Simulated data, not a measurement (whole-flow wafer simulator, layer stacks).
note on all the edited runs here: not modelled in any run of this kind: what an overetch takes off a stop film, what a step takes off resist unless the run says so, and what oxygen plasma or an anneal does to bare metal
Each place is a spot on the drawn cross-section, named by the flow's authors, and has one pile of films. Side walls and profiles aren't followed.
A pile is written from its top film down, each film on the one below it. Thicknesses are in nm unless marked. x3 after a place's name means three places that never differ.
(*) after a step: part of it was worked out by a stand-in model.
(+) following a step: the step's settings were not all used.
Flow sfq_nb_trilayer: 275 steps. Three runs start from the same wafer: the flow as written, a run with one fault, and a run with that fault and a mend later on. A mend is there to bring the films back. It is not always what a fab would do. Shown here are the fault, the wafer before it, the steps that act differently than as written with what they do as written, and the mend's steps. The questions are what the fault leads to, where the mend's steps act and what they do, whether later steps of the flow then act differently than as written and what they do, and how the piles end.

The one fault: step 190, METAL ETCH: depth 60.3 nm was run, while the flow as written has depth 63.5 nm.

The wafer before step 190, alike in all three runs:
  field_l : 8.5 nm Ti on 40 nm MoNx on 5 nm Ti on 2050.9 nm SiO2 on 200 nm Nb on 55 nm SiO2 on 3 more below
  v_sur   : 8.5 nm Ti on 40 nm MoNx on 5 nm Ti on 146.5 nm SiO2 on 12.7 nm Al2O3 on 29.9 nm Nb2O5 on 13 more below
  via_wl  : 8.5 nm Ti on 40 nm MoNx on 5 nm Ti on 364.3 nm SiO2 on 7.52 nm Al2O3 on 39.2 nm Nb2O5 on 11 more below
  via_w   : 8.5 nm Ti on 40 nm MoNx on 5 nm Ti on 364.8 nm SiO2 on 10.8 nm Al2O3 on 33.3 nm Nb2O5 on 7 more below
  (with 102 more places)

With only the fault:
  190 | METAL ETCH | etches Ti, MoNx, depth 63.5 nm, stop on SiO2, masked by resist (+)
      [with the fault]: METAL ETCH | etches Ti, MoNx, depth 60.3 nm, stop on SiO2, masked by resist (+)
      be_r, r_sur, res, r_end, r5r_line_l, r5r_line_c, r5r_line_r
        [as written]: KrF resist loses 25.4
        [with the fault]: KrF resist loses 24.1
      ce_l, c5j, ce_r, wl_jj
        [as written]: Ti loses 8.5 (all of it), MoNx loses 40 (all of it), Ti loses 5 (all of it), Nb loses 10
        [with the fault]: Ti loses 8.5 (all of it), MoNx loses 40 (all of it), Ti loses 5 (all of it), Nb loses 6.8
  Later steps of the flow acting differently than as written (not shown: 12 more steps that differ only slightly, by at most 2% or 0.5 nm, whichever is larger):
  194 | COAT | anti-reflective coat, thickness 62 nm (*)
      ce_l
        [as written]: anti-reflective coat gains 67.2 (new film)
        [with the fault]: anti-reflective coat gains 65.7 (new film)
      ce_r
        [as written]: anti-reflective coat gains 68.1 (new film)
        [with the fault]: anti-reflective coat gains 66.6 (new film)
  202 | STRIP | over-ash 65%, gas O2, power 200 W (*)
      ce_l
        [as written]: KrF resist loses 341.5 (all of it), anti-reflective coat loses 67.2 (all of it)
        [with the fault]: KrF resist loses 340.4 (all of it), anti-reflective coat loses 65.7 (all of it)
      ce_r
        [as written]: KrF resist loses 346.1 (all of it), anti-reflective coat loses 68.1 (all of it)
        [with the fault]: KrF resist loses 345 (all of it), anti-reflective coat loses 66.6 (all of it)
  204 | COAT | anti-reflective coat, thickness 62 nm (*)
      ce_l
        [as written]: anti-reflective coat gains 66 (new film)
        [with the fault]: anti-reflective coat gains 64.6 (new film)
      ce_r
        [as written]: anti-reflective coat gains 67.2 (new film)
        [with the fault]: anti-reflective coat gains 65.7 (new film)
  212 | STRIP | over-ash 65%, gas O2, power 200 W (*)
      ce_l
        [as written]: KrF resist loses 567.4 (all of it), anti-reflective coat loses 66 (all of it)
        [with the fault]: KrF resist loses 566.3 (all of it), anti-reflective coat loses 64.6 (all of it)
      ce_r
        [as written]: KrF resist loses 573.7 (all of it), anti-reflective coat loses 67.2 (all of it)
        [with the fault]: KrF resist loses 572.6 (all of it), anti-reflective coat loses 65.7 (all of it)
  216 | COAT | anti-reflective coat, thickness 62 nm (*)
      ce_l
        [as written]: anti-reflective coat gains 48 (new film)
        [with the fault]: anti-reflective coat gains 47 (new film)
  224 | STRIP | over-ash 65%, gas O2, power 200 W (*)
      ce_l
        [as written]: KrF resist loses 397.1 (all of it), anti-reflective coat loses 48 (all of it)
        [with the fault]: KrF resist loses 395.6 (all of it), anti-reflective coat loses 47 (all of it)
  At the end the piles are close to the flow's at the places that both follow, differing by at most 2% or 0.5 nm, whichever is larger.

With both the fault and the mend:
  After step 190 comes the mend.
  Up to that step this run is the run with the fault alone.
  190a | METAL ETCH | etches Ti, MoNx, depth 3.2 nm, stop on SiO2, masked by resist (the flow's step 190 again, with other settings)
      be_r, r_sur, res, r_end, r5r_line_l, r5r_line_c, r5r_line_r
        KrF resist loses 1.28
      ce_l, c5j, ce_r, wl_jj
        Nb loses 3.2
  Every later step of the flow that is run acts as written at every place that is followed.
  At every place that both follow, the piles at the end match the flow's.
